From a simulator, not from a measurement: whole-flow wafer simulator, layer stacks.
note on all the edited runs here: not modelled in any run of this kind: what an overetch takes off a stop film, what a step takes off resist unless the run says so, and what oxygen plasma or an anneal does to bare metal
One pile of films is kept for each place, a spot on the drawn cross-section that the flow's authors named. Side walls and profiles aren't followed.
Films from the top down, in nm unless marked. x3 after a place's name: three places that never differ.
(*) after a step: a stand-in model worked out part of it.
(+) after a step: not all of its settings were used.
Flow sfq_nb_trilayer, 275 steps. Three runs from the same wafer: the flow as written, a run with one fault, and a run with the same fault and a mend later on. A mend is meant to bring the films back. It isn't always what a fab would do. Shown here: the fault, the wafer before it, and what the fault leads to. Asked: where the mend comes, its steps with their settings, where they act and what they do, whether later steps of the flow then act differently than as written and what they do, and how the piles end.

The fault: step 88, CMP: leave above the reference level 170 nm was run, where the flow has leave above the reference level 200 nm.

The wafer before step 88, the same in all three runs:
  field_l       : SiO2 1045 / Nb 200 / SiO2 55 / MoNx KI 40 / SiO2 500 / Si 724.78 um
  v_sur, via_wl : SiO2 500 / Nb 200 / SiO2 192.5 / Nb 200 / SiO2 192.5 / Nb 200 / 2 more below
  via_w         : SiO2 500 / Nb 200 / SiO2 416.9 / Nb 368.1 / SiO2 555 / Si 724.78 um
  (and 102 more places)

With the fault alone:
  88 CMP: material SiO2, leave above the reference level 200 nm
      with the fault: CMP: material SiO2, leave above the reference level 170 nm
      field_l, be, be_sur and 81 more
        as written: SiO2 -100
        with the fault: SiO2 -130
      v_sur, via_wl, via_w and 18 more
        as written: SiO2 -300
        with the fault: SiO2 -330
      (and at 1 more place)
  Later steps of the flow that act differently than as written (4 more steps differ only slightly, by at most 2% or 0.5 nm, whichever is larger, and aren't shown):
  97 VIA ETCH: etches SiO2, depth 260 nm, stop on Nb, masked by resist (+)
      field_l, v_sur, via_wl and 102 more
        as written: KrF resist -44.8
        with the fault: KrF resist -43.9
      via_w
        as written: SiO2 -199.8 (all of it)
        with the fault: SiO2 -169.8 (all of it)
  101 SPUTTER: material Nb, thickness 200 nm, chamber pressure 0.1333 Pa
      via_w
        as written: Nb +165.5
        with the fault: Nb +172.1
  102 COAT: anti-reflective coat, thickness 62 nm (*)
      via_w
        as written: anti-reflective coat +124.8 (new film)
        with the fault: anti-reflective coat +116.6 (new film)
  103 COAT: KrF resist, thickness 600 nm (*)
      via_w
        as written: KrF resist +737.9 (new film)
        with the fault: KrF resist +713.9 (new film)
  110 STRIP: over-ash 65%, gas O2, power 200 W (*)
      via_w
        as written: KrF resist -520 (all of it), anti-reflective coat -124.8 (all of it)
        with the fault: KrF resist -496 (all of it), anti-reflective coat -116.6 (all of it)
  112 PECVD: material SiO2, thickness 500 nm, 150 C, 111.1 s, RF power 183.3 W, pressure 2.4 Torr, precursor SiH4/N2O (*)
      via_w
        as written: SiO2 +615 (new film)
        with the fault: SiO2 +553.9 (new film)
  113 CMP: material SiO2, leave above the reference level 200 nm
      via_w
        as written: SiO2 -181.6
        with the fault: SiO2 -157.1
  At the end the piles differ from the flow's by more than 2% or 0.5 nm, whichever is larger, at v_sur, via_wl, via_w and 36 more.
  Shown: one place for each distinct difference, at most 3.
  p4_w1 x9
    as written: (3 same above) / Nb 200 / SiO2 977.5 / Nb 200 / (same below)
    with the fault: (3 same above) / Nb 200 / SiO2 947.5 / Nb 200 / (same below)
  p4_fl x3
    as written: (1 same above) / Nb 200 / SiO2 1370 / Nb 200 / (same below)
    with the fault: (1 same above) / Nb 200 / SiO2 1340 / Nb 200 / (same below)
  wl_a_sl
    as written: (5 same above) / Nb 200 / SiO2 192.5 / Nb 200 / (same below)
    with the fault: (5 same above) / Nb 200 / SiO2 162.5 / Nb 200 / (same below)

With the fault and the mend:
  The mend comes after step 95.
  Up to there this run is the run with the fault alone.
  95a STRIP: over-ash 65%, gas O2, power 200 W (*)
      field_l, v_sur, via_wl and 102 more
        KrF resist -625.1 (all of it), anti-reflective coat -62 (all of it)
      via_w
        anti-reflective coat -62 (all of it)
  95b PECVD: material SiO2, thickness 30 nm, 150 C, 6.667 s, RF power 183.3 W, pressure 2.4 Torr, precursor SiH4/N2O (the flow's step 87 once more, with other settings)
      field_l, v_sur, via_wl and 103 more
        SiO2 +30
  95c COAT: anti-reflective coat, thickness 62 nm (the flow's step 90 once more)
      field_l, v_sur, via_wl and 103 more
        anti-reflective coat +62 (new film)
  95d COAT: KrF resist, thickness 650 nm (the flow's step 91 once more)
      field_l, v_sur, via_wl and 103 more
        KrF resist +650 (new film)
  95e SOFTBAKE: KrF resist (the flow's step 92 once more)
      changes no film at any place that is followed
  95f EXPOSE: photomask I2, dose 11.91 mJ/cm2, NA 0.6, wavelength 248 nm (*) (the flow's step 93 once more)
      changes no film at any place that is followed
  95g PEB: KrF resist, 90 s (the flow's step 94 once more)
      field_l, v_sur, via_wl and 103 more
        KrF resist -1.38
  95h DEVELOP: KrF resist, thickness 650 nm, 60 s (the flow's step 95 once more)
      field_l, v_sur, via_wl and 102 more
        KrF resist -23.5
      via_w
        KrF resist -648.6 (all of it)
  No later step of the flow acts differently than as written, at any place that is followed, by more than 2% or 0.5 nm, whichever is larger.
  At the end the piles are the same as the flow's at every place that both follow.
